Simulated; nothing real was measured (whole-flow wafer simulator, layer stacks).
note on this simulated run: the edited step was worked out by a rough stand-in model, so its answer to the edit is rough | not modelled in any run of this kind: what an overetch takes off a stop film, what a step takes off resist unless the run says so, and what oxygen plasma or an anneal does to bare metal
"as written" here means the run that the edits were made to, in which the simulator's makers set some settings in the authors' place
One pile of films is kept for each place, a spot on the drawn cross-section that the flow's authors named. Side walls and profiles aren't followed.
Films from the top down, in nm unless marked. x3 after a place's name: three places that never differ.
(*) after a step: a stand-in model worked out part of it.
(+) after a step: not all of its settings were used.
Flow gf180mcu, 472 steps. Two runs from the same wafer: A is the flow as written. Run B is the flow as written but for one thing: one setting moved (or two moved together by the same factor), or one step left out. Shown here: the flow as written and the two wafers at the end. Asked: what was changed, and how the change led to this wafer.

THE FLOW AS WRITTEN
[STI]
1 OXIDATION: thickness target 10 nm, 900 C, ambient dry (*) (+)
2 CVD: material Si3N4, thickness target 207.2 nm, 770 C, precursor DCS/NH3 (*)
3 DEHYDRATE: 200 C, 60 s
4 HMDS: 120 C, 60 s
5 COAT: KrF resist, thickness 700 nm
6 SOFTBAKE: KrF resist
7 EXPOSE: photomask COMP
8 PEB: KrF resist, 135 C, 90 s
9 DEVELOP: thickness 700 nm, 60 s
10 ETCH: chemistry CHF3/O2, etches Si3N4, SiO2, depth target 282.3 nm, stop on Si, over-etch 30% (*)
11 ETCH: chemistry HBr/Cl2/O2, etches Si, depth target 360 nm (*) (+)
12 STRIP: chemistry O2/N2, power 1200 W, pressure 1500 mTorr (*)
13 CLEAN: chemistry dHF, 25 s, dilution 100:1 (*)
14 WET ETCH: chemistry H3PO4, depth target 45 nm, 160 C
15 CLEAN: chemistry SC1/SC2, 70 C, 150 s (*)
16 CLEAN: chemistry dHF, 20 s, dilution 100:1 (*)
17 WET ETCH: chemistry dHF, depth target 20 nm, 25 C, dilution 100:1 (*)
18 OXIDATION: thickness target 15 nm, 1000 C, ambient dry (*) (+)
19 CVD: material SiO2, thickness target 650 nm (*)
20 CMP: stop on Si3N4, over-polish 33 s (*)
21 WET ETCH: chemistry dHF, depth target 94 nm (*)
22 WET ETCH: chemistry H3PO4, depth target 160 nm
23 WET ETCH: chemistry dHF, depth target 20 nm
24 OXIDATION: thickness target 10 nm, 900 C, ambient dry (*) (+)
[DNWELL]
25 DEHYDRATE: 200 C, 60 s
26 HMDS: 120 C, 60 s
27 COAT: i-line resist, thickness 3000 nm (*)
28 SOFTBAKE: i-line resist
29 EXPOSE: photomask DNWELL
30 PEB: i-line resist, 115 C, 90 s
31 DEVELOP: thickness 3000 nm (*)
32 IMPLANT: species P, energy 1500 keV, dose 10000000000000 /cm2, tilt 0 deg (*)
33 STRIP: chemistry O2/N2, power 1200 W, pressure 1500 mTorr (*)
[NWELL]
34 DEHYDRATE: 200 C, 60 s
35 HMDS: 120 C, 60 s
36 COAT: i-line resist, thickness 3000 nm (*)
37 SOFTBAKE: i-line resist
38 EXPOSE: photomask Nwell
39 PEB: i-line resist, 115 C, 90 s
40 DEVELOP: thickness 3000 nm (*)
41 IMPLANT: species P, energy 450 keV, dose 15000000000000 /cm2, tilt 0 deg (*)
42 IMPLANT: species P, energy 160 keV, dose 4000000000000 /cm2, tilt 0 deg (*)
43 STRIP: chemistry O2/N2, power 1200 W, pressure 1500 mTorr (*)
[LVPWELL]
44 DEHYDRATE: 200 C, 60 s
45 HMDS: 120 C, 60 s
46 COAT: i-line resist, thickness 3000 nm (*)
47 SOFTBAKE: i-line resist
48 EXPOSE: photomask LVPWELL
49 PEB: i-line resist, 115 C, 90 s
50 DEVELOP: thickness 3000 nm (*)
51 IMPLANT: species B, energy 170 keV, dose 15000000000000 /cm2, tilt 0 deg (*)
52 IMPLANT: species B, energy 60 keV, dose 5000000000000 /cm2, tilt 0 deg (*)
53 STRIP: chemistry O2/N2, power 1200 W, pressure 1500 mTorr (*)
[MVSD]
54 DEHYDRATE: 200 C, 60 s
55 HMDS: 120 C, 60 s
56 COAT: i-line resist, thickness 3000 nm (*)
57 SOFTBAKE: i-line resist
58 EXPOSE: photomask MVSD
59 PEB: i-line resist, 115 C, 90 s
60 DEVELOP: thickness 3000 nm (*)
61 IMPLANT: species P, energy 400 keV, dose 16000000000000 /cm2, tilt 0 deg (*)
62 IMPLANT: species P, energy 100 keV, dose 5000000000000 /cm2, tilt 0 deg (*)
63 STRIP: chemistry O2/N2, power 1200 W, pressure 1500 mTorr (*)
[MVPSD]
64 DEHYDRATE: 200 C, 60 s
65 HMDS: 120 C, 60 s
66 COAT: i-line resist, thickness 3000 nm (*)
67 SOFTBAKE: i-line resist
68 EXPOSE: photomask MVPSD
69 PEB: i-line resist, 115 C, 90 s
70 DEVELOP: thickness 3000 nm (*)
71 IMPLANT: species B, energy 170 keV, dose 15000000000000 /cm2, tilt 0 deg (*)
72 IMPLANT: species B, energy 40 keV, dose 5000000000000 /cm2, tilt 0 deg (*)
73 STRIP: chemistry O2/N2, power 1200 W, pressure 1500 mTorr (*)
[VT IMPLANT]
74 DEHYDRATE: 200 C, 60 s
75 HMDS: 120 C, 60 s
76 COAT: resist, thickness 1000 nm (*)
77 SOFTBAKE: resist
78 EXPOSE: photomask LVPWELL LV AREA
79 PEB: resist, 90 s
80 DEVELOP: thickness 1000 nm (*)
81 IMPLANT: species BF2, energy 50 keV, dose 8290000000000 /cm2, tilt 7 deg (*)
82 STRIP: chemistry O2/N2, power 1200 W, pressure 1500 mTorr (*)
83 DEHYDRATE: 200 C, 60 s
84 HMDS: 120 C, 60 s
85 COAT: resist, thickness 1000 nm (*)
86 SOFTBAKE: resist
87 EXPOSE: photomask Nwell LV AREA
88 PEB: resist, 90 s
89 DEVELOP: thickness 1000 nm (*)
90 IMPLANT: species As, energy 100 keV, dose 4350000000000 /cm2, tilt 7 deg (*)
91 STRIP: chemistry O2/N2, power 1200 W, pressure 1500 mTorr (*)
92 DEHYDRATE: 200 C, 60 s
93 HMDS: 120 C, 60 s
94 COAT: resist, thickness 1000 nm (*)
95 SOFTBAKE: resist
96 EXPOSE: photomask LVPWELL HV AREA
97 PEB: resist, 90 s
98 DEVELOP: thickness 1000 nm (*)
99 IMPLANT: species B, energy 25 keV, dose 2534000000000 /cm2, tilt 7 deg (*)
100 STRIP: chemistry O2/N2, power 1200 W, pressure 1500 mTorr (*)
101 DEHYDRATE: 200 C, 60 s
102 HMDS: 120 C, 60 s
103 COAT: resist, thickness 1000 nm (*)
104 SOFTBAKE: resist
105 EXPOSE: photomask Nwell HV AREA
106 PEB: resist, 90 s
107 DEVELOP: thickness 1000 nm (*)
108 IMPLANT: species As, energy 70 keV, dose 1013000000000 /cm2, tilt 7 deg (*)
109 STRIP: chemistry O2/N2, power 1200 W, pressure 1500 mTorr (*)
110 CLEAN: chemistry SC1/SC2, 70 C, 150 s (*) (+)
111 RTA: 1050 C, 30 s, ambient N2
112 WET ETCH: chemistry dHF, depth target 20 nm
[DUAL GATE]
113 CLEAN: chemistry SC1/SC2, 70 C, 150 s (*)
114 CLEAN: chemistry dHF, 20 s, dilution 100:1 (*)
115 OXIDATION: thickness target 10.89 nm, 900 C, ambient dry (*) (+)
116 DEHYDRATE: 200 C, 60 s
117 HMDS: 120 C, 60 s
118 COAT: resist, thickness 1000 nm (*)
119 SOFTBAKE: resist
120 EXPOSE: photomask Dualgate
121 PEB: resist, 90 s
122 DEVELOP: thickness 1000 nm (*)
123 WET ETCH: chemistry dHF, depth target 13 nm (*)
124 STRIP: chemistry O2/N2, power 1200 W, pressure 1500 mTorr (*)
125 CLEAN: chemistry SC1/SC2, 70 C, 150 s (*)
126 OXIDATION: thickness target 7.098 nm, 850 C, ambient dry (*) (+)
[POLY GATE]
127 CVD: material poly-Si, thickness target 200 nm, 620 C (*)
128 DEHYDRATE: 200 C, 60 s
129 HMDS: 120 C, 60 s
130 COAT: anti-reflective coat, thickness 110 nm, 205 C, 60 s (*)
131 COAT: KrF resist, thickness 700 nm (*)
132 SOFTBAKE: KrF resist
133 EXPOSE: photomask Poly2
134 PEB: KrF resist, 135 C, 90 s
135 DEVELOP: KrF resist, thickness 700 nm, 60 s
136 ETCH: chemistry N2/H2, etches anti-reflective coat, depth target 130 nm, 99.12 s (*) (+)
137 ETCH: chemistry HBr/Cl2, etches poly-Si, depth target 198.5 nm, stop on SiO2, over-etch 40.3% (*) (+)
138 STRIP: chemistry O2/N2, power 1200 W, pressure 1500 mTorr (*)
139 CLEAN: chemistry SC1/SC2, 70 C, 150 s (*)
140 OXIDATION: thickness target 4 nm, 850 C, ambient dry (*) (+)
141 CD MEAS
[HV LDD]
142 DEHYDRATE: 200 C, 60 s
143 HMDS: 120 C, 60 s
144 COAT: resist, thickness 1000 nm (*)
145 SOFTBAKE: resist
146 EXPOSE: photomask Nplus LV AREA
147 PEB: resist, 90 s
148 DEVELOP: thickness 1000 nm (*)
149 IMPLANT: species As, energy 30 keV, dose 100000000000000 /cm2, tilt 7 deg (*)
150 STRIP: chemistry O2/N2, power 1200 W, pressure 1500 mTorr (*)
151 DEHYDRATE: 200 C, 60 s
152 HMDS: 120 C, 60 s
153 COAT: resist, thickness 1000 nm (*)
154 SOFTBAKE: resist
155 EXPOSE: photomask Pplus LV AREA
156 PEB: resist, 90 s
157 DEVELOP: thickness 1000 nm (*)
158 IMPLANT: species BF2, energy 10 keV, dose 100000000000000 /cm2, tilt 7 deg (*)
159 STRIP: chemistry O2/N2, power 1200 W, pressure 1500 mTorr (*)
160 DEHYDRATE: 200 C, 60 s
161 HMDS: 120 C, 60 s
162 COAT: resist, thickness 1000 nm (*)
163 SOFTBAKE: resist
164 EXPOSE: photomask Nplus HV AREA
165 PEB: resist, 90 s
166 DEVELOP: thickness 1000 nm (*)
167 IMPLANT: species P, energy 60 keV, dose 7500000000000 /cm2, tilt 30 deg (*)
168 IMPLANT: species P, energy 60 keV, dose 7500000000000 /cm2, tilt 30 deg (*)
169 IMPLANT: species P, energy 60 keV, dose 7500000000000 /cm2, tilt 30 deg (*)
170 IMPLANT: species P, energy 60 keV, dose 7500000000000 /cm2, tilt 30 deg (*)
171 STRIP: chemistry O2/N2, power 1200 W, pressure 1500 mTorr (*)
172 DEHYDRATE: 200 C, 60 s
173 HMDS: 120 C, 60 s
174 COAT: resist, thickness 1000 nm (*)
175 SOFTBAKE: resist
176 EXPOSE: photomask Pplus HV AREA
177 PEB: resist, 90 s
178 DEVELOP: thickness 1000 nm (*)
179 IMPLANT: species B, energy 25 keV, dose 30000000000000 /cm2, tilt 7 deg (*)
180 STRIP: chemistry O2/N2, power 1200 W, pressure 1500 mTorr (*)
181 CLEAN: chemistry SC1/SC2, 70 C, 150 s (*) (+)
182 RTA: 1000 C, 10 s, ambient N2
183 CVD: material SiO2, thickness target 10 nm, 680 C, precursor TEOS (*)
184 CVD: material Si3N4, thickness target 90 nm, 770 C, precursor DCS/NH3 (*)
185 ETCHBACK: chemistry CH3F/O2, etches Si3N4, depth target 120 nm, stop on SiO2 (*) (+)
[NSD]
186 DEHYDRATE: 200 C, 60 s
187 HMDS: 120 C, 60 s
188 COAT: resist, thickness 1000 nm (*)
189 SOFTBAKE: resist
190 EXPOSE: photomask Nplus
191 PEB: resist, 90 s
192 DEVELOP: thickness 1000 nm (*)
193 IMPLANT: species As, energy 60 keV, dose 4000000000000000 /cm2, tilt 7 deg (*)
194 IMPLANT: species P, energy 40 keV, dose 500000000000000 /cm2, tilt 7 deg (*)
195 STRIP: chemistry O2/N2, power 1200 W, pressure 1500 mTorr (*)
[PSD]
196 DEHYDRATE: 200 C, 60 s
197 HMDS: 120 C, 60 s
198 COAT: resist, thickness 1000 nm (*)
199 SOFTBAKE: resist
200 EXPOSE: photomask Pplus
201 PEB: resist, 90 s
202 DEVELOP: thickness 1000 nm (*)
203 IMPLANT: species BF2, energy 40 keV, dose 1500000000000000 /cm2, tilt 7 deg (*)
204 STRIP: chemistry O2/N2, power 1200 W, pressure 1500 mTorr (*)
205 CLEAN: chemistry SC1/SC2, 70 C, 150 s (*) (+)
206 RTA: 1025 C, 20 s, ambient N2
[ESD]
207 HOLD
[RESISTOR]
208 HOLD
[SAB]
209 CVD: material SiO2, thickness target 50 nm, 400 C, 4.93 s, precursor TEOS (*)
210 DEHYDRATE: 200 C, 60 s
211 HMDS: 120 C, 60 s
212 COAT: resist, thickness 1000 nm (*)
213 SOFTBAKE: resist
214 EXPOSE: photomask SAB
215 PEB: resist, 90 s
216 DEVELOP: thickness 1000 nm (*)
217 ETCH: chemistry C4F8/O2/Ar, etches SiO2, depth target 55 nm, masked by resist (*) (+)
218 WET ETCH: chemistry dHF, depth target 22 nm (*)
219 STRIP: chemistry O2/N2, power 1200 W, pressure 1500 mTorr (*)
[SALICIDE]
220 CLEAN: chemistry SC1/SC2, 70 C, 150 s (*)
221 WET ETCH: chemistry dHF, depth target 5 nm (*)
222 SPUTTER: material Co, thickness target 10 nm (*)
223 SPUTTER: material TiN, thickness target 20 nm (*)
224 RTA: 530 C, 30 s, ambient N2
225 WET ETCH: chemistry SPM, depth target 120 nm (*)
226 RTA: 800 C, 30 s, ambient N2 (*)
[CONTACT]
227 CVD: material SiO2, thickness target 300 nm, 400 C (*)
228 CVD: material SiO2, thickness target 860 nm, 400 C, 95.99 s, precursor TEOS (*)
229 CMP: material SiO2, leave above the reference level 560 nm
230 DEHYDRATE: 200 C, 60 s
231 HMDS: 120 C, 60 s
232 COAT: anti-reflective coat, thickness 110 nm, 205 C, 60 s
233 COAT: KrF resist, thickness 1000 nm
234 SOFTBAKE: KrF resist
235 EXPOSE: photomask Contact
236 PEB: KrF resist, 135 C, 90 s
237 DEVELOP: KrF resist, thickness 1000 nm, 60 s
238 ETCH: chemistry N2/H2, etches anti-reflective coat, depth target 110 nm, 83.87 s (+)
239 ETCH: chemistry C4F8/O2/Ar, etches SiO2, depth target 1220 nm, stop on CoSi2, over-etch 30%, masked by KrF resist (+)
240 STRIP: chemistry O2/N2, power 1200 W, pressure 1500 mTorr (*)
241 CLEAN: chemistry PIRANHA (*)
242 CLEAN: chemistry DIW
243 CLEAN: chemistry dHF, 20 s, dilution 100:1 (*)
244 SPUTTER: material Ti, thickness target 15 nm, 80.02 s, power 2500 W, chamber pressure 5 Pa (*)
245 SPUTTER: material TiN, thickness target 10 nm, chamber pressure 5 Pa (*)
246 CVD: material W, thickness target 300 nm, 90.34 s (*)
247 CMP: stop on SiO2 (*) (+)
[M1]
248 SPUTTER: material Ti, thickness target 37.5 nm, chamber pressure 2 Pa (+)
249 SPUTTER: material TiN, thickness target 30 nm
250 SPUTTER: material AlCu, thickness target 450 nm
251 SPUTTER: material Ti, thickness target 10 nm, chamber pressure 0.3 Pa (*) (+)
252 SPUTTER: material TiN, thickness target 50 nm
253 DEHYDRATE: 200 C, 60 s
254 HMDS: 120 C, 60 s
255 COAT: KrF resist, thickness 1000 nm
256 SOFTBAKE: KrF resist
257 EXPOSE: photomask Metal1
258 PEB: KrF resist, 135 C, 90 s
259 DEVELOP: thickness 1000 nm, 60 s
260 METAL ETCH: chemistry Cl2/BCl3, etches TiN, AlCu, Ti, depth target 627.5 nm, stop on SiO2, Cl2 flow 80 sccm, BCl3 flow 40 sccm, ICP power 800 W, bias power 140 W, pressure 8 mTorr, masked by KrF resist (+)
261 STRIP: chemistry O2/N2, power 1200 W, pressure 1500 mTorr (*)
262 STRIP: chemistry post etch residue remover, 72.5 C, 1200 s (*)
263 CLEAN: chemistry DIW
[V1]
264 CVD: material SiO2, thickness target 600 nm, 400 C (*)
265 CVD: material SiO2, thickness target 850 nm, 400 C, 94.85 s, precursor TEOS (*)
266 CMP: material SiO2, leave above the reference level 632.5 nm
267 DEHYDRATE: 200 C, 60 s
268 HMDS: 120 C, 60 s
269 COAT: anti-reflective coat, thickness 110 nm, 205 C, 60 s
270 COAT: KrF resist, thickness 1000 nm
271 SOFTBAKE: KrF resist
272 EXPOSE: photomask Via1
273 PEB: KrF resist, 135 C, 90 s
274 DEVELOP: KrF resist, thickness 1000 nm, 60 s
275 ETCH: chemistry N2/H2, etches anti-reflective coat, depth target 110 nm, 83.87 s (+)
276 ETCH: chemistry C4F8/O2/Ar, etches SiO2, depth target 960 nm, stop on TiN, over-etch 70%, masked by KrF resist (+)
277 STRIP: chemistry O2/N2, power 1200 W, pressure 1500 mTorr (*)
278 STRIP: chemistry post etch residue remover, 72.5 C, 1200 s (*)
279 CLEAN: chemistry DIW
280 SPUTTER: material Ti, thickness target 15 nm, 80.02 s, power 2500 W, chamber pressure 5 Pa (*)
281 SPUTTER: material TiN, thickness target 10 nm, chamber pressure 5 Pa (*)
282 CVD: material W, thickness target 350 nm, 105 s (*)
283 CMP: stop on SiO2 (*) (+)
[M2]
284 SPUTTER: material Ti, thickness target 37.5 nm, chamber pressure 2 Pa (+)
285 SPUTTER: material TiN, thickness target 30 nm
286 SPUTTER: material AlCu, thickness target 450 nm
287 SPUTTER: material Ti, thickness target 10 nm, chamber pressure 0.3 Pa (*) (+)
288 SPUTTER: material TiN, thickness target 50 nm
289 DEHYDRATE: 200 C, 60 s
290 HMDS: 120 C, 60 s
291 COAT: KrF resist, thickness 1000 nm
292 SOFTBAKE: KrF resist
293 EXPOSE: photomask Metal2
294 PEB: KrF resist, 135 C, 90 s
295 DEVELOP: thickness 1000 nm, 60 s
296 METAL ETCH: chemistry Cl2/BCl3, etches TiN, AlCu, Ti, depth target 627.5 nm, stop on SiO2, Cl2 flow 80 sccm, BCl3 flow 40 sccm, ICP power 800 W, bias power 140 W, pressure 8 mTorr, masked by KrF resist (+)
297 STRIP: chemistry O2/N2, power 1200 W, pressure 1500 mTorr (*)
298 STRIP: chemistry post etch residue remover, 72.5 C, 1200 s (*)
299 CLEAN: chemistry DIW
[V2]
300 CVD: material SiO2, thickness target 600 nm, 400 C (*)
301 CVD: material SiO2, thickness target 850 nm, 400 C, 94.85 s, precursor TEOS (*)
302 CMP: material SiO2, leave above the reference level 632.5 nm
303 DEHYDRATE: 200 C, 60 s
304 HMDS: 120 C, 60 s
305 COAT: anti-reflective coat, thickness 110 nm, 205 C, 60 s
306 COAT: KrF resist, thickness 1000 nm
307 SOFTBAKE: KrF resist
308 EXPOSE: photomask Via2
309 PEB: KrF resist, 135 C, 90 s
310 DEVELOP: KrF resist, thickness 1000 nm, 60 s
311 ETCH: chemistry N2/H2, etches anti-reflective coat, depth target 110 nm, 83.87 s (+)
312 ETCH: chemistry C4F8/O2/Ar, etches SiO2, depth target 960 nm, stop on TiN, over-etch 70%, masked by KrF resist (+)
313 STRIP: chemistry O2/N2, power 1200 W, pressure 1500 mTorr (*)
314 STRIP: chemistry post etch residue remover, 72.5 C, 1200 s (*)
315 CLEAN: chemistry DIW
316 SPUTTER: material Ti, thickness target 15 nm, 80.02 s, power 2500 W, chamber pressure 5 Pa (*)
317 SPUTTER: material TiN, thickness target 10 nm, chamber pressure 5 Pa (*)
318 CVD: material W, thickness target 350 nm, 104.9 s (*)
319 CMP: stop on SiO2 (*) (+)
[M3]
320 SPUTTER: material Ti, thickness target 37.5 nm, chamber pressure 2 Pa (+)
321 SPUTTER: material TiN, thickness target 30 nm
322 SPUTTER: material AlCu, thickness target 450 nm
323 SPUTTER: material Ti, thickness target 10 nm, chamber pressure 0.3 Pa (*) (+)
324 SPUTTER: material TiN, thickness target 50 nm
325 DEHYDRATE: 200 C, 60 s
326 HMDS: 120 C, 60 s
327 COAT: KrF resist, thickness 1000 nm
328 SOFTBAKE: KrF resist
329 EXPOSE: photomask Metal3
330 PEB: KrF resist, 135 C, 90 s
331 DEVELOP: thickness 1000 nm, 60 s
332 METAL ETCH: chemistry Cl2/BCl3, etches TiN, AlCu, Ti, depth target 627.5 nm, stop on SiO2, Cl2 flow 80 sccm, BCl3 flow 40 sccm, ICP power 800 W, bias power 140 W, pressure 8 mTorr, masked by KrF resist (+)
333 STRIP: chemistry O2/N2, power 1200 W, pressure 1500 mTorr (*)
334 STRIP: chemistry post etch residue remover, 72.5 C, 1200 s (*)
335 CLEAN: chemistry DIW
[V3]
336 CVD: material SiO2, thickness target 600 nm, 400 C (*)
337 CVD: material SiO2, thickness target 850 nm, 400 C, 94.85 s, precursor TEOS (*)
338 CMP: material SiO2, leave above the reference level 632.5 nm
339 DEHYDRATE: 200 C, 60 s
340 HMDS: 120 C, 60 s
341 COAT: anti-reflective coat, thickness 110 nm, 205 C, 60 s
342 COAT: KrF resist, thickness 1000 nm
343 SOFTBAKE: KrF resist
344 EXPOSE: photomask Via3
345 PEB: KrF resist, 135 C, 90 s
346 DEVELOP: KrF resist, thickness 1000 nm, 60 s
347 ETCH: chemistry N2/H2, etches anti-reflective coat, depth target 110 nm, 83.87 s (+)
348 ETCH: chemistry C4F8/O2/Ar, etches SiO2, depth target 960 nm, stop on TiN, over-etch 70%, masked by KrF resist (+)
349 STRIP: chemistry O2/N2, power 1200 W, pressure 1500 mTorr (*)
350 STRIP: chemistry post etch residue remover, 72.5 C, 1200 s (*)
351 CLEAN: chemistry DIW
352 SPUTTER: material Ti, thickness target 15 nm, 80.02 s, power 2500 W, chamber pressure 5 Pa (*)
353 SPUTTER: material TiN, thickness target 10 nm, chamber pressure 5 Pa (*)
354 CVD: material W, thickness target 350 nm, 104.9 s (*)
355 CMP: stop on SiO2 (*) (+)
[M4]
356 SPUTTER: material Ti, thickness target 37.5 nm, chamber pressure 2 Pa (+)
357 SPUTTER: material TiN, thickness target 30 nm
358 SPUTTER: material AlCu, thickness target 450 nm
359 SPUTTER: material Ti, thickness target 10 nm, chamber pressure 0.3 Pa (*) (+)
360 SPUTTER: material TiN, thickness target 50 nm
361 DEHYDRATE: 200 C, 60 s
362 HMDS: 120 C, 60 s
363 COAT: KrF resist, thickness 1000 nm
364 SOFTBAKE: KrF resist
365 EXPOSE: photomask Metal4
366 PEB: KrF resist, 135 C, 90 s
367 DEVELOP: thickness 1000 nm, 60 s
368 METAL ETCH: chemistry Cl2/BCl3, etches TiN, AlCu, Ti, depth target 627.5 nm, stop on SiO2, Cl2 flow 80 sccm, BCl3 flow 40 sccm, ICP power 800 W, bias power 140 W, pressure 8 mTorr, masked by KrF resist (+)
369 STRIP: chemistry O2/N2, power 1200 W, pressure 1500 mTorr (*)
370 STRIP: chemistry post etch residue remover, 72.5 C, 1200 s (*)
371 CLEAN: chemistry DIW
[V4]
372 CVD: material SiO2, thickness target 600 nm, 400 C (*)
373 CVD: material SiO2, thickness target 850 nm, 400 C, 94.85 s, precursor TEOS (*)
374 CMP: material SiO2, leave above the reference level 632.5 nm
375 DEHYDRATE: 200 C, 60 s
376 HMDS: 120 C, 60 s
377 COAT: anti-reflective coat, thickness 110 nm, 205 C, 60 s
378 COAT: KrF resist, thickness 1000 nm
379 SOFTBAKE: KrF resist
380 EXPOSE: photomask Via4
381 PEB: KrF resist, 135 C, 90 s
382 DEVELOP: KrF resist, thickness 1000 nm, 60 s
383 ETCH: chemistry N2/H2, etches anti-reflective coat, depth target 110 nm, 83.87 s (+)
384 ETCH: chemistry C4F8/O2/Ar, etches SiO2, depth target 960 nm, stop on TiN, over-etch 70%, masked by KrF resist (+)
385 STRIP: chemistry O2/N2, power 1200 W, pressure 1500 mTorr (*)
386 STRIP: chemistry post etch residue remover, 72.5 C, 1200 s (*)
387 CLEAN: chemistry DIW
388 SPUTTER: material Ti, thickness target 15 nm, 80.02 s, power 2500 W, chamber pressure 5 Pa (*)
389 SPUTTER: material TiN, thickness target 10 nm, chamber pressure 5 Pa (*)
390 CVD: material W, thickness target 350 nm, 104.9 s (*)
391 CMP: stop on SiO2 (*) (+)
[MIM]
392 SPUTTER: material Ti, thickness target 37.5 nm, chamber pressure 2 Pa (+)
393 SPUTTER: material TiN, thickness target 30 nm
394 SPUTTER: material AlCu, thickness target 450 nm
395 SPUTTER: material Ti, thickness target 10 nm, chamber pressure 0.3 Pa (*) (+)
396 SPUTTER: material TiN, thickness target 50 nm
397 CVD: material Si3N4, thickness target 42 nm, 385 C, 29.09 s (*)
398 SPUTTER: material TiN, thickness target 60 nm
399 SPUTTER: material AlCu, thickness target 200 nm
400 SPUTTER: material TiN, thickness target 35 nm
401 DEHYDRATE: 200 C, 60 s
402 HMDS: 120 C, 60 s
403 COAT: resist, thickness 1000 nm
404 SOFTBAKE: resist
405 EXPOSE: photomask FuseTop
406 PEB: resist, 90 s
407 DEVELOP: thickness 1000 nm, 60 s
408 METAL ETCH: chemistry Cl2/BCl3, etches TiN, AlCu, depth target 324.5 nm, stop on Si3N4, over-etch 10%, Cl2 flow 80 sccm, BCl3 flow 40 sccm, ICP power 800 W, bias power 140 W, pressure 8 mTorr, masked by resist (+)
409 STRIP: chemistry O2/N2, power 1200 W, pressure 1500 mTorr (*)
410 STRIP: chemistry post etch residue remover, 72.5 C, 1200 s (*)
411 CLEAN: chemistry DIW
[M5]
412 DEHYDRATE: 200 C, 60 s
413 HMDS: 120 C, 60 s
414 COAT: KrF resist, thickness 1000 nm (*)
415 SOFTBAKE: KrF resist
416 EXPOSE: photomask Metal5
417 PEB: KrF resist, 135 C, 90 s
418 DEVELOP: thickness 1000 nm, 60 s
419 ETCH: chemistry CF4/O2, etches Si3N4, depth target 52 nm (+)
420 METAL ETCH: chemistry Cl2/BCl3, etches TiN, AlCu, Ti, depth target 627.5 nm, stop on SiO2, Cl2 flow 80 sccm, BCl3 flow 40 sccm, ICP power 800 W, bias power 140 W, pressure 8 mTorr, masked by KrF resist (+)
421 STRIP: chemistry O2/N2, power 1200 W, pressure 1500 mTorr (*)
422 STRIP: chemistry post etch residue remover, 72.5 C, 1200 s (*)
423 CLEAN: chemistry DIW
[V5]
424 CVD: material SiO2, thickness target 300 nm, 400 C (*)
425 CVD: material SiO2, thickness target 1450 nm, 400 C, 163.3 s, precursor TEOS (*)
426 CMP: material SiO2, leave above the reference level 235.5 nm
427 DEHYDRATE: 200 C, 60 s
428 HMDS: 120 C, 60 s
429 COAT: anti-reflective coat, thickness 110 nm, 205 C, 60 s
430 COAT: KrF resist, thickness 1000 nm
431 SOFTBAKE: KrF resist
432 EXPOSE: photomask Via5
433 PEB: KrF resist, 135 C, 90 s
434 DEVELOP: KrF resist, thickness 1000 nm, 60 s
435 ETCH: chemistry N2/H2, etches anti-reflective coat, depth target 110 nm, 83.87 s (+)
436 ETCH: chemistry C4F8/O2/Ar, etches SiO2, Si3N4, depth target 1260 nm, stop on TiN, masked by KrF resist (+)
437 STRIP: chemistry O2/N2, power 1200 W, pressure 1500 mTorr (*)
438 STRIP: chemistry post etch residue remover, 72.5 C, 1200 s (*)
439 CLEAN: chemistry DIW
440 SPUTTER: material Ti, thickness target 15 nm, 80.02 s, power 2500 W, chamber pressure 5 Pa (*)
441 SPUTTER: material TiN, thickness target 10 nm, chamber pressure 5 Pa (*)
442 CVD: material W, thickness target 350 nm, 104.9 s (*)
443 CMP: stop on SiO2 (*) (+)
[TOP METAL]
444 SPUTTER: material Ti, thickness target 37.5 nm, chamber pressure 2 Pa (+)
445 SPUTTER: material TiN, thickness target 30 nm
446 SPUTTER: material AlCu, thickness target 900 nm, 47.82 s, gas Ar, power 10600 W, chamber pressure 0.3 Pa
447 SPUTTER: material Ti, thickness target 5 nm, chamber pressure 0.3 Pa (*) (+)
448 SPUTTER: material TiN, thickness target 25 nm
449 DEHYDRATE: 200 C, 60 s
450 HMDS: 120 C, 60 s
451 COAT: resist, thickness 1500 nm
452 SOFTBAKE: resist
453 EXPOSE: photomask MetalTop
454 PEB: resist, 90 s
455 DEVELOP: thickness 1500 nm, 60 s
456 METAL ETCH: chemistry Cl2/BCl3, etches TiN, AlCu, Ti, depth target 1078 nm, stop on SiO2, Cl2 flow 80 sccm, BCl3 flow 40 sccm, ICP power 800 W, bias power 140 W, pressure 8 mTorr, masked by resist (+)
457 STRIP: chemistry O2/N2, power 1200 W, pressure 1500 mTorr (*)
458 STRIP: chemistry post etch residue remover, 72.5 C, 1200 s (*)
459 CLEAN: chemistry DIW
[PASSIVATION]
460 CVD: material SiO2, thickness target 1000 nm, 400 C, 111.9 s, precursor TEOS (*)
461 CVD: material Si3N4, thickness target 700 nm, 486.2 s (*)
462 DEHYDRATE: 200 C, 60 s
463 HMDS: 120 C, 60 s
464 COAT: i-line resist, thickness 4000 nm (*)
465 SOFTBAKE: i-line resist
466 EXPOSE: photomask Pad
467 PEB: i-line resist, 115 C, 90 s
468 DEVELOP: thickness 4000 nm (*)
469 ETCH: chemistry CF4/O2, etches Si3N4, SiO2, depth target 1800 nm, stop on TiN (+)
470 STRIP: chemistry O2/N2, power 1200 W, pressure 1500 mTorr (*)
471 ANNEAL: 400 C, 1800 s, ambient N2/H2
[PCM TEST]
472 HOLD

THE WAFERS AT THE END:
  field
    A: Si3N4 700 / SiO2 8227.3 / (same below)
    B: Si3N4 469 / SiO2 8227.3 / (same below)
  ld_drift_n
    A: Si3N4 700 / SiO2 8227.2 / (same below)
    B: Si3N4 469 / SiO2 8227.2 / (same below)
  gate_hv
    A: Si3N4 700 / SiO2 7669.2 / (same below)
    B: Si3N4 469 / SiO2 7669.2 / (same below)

The cause: step 461, CVD: thickness target 469 nm was run, where the flow has thickness target 700 nm.
It can be read off the wafer: field has Si3N4 469, and step 461 as written asks for 700 nm.

How the change led to this, step by step:
  461 CVD: material Si3N4, thickness target 700 nm, 486.2 s (*)
      field, field__w1, field__w2 and 109 more: A Si3N4 +700 (new film) | B Si3N4 +469 (new film)
  465 SOFTBAKE: i-line resist
      field__w11, nw_enc_fld_lv__w4: A i-line resist +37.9 | B i-line resist +36.7
      sd_p_hv, nw_enc_fld__w1: A i-line resist +36.6 | B i-line resist +35.4
      (and at 49 more places)
  469 ETCH: chemistry CF4/O2, etches Si3N4, SiO2, depth target 1800 nm, stop on TiN (+)
      pad: A Si3N4 -700 (all of it), SiO2 -1000 (all of it) | B Si3N4 -469 (all of it), SiO2 -1000 (all of it)
